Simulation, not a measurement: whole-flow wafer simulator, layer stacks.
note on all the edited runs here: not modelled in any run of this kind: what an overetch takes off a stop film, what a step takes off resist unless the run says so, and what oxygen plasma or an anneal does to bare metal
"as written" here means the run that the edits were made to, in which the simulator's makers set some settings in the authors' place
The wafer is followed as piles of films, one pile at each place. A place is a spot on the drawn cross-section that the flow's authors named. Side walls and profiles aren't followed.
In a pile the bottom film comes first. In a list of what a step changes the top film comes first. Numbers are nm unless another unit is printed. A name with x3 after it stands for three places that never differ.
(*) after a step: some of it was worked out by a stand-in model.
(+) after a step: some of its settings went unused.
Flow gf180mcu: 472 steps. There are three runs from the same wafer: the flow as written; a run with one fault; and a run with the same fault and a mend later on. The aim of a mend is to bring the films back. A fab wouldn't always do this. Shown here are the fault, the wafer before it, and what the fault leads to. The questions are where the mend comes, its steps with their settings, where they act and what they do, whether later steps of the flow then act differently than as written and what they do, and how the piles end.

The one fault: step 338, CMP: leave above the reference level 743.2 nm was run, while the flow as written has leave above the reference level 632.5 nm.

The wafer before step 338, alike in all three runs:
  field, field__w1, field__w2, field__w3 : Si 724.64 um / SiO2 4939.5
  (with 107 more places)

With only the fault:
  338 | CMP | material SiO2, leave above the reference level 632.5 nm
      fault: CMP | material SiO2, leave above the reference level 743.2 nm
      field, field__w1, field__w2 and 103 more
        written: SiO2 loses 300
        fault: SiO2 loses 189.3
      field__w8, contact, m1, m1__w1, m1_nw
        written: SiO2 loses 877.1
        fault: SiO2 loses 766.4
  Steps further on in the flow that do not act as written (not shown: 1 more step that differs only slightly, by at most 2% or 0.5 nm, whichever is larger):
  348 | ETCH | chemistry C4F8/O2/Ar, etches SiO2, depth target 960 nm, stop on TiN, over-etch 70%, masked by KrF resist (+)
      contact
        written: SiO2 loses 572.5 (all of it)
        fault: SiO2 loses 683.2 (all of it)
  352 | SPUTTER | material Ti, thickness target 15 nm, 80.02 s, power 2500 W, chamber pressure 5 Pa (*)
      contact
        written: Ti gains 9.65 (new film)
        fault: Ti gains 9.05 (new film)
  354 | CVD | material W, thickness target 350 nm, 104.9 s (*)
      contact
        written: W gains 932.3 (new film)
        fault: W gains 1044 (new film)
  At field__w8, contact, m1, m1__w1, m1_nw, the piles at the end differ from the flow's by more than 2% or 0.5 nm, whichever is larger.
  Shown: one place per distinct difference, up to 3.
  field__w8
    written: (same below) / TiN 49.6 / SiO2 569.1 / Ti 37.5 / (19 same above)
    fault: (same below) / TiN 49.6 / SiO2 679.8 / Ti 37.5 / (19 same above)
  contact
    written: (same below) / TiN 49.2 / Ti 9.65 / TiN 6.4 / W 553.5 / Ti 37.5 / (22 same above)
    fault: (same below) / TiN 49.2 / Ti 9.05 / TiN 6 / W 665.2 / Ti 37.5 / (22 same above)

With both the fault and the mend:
  The mend follows step 338.
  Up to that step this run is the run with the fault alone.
  338a | CMP | material SiO2, leave above the reference level 632.5 nm (the flow's step 338 again)
      field, field__w1, field__w2 and 108 more
        SiO2 loses 110.7
  Every later step of the flow that is run acts as written at every place that is followed.
  The piles end the same as the flow's at every place that both follow.
